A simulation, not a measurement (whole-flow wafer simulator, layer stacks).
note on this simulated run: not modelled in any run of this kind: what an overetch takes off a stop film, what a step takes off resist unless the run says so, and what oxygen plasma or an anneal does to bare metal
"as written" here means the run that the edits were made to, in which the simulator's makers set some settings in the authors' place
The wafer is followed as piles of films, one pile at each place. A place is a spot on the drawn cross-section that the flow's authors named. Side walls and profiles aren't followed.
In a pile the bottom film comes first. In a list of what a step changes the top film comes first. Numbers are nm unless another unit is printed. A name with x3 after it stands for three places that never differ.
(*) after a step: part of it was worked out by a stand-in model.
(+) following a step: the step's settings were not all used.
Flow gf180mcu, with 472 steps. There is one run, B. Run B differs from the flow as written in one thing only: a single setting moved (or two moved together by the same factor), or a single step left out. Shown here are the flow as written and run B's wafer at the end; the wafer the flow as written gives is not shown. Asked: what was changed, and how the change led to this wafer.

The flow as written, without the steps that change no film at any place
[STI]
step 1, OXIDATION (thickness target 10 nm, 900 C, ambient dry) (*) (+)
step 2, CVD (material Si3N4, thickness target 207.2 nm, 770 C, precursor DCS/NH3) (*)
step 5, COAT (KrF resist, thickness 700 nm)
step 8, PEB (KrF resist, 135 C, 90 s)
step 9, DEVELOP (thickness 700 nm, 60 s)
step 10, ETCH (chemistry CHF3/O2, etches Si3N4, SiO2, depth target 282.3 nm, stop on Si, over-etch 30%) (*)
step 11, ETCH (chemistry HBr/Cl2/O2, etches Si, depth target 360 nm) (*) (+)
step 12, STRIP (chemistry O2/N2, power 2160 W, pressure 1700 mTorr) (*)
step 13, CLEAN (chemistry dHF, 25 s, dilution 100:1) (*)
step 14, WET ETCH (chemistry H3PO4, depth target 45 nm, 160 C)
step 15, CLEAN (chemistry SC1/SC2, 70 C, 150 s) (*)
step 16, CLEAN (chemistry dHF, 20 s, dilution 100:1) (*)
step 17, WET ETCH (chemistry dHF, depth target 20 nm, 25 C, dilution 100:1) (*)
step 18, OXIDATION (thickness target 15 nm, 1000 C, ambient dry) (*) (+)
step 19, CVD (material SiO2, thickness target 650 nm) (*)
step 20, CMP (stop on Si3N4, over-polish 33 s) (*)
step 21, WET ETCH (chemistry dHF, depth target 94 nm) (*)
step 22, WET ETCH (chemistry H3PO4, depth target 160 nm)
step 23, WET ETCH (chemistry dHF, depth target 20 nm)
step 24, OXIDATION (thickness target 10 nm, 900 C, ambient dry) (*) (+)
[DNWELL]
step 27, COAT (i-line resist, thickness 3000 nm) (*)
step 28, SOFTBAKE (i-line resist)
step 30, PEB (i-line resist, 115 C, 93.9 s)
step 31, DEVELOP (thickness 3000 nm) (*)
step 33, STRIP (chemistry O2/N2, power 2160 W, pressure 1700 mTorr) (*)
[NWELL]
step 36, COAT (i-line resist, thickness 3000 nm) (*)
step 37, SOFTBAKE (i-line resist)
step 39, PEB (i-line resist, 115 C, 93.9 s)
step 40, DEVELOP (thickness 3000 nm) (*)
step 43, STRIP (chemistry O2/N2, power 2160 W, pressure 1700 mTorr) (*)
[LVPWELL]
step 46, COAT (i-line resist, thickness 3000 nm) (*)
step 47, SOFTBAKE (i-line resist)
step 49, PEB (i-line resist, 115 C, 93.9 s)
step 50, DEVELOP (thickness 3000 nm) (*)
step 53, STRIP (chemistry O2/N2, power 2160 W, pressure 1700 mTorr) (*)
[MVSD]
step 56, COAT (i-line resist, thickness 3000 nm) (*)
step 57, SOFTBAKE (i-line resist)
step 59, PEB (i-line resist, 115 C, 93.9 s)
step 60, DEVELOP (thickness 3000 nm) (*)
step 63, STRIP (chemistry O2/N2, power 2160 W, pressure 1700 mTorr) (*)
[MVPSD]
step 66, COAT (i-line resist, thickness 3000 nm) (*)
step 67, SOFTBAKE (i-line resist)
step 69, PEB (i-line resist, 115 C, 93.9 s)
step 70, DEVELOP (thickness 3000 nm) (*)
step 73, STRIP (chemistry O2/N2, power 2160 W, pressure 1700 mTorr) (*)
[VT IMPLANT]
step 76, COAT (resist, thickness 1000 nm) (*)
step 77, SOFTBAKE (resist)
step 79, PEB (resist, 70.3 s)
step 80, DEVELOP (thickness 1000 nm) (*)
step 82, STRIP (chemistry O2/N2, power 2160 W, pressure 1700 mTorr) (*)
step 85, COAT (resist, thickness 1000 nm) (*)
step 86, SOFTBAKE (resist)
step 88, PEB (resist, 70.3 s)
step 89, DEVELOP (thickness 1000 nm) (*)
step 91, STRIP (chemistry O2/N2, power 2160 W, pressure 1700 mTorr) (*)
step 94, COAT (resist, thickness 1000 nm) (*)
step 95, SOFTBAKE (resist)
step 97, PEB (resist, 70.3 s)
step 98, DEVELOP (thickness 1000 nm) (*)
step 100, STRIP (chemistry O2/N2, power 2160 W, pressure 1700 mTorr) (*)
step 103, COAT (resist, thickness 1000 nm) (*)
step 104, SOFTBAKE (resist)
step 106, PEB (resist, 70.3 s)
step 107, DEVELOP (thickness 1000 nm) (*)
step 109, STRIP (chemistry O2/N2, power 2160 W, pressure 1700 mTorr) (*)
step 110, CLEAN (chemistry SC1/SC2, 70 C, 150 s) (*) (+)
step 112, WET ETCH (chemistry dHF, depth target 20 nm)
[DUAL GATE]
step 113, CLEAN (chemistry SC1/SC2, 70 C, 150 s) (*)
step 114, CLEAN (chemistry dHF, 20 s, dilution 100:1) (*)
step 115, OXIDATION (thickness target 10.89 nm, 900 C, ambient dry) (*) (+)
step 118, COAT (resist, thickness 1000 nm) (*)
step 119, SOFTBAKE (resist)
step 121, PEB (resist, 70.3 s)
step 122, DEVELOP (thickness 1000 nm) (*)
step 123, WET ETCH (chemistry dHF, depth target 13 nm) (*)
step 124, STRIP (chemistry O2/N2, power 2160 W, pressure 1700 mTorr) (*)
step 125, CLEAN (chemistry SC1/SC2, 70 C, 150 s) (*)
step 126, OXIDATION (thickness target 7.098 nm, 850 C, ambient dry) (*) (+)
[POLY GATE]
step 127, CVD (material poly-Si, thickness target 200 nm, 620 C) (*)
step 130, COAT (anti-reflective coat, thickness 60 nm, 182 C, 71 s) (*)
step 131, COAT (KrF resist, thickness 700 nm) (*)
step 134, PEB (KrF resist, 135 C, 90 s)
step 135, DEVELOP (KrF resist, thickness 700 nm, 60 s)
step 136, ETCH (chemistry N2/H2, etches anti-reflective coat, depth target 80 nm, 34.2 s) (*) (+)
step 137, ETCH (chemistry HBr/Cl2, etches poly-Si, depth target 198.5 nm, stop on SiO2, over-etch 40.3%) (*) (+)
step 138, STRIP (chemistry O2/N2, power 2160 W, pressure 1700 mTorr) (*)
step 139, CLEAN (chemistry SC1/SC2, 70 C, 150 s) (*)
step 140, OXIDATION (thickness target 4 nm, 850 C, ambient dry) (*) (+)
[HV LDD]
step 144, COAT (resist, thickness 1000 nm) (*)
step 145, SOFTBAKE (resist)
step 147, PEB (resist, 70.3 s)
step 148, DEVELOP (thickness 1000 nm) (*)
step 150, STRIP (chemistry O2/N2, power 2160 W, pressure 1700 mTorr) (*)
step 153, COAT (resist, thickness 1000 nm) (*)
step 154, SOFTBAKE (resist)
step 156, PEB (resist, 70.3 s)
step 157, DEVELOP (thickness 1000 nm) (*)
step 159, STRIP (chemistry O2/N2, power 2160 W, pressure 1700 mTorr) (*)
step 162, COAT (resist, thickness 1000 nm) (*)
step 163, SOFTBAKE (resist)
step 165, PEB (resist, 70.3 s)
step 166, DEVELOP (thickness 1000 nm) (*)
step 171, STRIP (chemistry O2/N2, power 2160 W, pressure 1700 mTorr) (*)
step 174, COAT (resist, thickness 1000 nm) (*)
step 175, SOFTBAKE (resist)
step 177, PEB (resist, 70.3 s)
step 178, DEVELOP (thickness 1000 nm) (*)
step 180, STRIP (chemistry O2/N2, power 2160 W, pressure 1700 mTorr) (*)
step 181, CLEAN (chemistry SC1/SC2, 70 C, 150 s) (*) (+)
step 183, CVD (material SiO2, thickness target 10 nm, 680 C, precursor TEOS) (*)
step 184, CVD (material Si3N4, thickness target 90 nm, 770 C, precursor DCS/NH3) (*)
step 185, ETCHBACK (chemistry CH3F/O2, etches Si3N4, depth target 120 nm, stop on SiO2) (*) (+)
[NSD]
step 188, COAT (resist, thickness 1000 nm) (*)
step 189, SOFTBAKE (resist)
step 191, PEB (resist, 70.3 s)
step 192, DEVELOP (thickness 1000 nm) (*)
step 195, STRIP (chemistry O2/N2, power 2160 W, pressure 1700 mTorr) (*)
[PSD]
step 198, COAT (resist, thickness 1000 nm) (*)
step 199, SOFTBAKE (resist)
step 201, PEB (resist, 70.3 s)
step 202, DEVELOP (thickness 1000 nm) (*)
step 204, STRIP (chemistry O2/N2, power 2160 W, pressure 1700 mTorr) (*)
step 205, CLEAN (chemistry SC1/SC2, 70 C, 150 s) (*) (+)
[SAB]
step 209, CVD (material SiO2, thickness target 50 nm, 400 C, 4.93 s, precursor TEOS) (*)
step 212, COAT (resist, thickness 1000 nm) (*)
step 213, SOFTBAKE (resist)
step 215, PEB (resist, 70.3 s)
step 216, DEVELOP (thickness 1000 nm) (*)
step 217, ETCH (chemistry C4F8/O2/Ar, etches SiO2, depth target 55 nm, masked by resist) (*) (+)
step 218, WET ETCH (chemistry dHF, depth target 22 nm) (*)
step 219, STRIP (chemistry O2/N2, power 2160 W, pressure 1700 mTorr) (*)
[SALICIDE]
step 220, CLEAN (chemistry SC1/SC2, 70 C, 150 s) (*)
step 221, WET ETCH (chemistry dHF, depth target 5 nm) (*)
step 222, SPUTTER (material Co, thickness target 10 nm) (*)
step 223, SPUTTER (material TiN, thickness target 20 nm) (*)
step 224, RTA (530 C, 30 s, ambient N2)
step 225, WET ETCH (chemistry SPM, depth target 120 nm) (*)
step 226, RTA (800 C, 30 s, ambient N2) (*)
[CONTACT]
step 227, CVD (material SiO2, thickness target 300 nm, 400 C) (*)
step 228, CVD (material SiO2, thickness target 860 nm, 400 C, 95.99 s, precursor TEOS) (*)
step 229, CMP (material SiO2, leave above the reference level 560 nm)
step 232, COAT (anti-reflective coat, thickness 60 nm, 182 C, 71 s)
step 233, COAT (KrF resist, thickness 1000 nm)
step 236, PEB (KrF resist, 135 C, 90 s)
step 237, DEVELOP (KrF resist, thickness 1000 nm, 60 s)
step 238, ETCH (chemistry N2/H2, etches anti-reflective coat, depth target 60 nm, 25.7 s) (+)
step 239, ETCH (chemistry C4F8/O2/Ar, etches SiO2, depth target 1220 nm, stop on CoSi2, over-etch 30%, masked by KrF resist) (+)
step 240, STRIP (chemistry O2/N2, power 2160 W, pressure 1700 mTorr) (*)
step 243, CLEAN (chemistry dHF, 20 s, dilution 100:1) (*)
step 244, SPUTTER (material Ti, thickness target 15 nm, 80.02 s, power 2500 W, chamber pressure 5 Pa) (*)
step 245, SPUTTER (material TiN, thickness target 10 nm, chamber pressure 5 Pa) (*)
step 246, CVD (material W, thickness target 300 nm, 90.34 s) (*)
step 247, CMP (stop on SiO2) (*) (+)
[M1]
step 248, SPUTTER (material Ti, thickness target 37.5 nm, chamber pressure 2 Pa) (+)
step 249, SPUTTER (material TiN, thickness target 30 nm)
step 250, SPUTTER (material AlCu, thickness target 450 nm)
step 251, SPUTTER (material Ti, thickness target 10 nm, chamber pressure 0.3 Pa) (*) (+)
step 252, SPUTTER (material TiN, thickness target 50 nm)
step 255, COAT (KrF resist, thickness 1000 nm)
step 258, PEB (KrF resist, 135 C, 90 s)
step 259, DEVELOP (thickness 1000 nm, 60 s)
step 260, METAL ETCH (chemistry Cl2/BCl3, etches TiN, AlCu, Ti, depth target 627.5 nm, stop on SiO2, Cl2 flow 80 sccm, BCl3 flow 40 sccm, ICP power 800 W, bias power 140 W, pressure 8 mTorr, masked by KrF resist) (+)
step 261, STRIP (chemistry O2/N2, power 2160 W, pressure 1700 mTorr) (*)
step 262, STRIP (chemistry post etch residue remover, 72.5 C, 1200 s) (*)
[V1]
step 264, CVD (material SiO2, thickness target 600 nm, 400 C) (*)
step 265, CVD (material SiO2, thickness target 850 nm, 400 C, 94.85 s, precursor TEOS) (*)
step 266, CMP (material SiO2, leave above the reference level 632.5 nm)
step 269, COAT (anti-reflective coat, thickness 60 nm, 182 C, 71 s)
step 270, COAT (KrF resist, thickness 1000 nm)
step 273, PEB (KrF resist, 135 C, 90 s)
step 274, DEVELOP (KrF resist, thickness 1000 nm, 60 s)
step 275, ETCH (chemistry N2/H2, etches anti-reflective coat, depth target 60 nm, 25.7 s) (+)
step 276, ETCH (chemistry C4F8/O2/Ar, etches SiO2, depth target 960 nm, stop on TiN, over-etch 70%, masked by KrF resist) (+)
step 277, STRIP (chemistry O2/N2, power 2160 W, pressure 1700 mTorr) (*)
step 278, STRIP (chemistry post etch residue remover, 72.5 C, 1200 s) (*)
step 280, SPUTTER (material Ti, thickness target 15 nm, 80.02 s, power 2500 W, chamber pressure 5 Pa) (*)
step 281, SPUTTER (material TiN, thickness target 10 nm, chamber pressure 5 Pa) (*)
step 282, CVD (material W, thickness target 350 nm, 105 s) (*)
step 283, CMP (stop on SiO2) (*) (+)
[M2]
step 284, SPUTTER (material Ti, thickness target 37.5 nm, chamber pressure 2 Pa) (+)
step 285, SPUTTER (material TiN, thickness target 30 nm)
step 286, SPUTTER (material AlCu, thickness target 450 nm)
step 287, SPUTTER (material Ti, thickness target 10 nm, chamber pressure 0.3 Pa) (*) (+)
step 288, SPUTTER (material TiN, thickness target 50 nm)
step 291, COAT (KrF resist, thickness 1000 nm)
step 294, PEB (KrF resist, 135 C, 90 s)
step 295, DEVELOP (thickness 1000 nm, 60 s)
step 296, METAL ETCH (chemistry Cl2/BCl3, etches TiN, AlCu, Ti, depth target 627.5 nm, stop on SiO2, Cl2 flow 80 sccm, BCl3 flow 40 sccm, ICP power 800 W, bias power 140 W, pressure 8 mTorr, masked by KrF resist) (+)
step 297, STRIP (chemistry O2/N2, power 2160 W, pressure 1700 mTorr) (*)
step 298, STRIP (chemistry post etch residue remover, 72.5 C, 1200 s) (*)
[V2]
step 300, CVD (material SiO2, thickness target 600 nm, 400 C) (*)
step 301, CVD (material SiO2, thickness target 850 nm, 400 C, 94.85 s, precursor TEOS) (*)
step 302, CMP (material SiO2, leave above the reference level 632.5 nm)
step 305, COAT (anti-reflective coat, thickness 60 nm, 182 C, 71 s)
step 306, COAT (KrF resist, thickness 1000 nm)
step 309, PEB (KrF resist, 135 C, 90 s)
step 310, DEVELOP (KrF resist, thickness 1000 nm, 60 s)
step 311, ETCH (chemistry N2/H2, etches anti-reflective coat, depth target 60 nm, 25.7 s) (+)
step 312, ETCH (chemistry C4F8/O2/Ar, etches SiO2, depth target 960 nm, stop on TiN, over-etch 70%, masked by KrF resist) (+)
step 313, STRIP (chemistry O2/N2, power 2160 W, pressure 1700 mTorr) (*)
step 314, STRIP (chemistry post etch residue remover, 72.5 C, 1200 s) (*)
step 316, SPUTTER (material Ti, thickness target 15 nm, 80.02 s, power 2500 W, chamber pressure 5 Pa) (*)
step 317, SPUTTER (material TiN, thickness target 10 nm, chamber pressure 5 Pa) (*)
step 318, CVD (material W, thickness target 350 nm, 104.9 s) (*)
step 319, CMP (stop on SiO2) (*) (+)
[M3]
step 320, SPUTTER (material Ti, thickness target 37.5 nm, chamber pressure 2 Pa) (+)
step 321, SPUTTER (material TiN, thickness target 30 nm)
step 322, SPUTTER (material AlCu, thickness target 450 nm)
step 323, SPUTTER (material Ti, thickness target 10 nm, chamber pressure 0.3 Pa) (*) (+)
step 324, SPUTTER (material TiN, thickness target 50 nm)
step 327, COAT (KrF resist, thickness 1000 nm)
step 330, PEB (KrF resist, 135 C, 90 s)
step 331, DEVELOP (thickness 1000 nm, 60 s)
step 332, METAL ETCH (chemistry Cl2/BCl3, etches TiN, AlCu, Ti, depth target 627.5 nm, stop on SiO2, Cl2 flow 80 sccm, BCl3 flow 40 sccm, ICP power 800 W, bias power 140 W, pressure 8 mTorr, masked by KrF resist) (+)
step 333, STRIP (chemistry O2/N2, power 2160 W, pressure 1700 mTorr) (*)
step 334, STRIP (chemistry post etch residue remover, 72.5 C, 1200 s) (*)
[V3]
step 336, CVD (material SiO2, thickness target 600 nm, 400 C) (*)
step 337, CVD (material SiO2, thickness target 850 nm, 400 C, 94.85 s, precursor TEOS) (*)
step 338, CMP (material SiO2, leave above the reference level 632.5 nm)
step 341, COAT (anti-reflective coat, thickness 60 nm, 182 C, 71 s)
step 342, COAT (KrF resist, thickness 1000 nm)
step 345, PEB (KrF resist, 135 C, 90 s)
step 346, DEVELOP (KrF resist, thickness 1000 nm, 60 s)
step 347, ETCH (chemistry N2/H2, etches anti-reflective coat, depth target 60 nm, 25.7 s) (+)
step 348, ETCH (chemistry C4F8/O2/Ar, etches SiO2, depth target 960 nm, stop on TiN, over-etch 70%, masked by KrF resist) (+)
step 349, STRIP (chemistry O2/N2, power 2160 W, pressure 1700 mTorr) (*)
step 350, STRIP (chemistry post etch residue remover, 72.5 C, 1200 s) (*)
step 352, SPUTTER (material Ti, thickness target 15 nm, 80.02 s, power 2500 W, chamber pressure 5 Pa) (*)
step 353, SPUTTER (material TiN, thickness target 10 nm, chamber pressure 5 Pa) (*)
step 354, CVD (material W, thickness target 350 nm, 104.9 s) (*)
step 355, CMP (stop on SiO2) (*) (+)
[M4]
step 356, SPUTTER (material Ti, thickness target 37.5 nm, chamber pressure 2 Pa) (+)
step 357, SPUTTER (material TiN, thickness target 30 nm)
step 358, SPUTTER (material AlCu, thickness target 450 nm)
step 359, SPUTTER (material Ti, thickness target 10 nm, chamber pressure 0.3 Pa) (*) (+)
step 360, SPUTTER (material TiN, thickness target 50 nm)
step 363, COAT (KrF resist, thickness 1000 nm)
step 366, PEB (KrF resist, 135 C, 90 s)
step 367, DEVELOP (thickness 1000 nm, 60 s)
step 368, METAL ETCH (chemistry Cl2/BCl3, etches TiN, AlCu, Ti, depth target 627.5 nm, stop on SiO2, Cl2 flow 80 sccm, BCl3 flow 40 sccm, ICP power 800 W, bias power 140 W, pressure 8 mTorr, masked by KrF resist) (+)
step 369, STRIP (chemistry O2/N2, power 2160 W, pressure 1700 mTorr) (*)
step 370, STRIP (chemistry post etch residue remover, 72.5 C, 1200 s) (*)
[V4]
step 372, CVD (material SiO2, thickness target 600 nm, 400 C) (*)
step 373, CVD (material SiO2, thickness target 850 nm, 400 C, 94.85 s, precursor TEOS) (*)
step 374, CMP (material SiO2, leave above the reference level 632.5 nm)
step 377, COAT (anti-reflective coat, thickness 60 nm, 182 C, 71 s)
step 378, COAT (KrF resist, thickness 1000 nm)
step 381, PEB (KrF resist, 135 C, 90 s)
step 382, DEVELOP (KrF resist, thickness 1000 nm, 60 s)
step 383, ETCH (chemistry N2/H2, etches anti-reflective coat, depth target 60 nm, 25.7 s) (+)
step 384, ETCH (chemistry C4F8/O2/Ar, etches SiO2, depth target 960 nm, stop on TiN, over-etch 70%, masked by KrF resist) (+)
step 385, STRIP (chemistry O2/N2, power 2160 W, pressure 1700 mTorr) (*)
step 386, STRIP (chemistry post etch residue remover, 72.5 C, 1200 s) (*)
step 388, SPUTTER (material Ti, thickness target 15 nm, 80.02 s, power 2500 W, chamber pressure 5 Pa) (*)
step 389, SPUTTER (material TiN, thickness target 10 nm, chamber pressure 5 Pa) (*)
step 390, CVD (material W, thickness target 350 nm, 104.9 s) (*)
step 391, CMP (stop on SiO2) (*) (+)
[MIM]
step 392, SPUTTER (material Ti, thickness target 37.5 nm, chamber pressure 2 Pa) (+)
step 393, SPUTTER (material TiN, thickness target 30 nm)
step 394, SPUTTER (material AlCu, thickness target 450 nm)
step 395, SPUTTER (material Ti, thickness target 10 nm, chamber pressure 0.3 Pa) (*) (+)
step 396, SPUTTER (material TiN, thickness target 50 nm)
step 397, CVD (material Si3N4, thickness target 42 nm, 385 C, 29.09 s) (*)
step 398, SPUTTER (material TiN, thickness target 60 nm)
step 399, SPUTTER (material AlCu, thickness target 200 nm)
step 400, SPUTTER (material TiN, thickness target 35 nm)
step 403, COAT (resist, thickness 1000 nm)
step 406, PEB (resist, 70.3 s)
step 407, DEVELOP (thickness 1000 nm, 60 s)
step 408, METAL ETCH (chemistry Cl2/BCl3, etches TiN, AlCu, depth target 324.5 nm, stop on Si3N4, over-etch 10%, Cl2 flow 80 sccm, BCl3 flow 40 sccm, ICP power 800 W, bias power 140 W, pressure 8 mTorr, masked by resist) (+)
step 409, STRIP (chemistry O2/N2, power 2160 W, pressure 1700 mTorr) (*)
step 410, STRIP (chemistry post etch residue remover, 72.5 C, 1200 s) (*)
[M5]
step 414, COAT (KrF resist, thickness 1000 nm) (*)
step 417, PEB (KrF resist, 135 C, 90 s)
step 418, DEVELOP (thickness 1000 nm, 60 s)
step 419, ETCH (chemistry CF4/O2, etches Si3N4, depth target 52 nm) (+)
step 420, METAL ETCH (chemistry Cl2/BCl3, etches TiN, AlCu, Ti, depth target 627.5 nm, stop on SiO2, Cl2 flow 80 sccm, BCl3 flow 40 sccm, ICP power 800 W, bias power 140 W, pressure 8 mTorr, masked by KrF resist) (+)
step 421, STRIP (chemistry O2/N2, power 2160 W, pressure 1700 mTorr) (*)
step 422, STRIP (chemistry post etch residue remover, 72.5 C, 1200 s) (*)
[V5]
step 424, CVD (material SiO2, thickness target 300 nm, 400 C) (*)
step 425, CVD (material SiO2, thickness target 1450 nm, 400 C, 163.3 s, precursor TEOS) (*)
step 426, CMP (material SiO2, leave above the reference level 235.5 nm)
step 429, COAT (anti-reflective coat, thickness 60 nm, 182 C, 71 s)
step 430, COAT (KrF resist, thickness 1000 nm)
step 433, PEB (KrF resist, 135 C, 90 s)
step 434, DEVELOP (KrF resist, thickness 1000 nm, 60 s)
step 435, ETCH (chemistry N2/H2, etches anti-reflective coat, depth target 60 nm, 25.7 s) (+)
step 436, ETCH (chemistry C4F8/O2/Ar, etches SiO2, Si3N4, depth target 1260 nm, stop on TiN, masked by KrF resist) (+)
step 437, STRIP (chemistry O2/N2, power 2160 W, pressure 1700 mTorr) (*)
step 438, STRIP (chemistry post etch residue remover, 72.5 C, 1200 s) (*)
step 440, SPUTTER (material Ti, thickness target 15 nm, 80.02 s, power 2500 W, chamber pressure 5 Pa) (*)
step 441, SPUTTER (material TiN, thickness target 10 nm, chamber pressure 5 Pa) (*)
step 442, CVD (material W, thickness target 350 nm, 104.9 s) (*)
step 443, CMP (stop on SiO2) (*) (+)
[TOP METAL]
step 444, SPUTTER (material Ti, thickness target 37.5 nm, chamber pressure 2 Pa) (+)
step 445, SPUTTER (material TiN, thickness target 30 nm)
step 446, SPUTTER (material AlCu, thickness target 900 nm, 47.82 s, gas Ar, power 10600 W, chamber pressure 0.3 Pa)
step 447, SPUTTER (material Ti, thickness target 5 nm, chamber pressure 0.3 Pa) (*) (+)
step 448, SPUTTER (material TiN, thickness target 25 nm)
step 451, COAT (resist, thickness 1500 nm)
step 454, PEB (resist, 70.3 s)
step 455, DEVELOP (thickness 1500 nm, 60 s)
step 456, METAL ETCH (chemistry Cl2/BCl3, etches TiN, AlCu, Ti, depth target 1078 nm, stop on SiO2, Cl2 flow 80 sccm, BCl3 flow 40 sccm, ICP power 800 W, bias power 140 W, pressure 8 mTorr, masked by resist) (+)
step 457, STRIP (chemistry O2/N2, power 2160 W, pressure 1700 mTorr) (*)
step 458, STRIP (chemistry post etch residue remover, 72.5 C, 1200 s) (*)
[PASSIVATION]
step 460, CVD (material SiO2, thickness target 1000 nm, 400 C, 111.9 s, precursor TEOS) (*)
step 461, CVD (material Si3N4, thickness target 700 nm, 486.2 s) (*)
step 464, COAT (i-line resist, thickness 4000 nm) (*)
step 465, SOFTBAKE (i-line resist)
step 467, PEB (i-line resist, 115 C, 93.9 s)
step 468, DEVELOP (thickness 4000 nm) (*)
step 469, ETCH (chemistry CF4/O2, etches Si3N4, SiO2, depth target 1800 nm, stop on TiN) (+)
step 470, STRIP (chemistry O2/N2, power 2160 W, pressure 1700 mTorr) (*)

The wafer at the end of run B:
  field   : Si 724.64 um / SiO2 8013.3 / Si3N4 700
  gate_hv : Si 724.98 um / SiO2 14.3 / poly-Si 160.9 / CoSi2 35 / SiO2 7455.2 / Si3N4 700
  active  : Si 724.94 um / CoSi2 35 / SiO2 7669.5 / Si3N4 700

Cause: step 394, SPUTTER: thickness target 236 nm was run, whereas the flow has thickness target 450 nm.

The path from the change to this, step by step:
  step 394, SPUTTER (material AlCu, thickness target 450 nm)
      field, field__w1, field__w2 and 108 more: +236 AlCu (new film) (as written it would have been: +450 AlCu (new film))
  step 420, METAL ETCH (chemistry Cl2/BCl3, etches TiN, AlCu, Ti, depth target 627.5 nm, stop on SiO2, Cl2 flow 80 sccm, BCl3 flow 40 sccm, ICP power 800 W, bias power 140 W, pressure 8 mTorr, masked by KrF resist) (+)
      field, field__w1, field__w2 and 101 more: -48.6 TiN (all of it), -10 Ti (all of it), -236 AlCu (all of it), -30 TiN (all of it), -37.5 Ti (all of it) (as written it would have been: -48.6 TiN (all of it), -10 Ti (all of it), -450 AlCu (all of it), -30 TiN (all of it), -37.5 Ti (all of it))
      field__w4, field__w8, contact, m1, m1__w1, mim, mim_1p0, m1_nw: -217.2 KrF resist (as written it would have been: -251 KrF resist)
  step 421, STRIP (chemistry O2/N2, power 2160 W, pressure 1700 mTorr) (*)
      field__w8, m1__w1: -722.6 KrF resist (all of it) (as written it would have been: -688.9 KrF resist (all of it))
      contact, m1: -723.1 KrF resist (all of it) (as written it would have been: -689.3 KrF resist (all of it))
      (as well as at 4 more places)
  step 426, CMP (material SiO2, leave above the reference level 235.5 nm)
      field, field__w1, field__w5 and 92 more: -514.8 SiO2 (as written it would have been: -300.8 SiO2)
      field__w2, field__w3, field__w12 and 6 more: -496.4 SiO2 (as written it would have been: -272.7 SiO2)
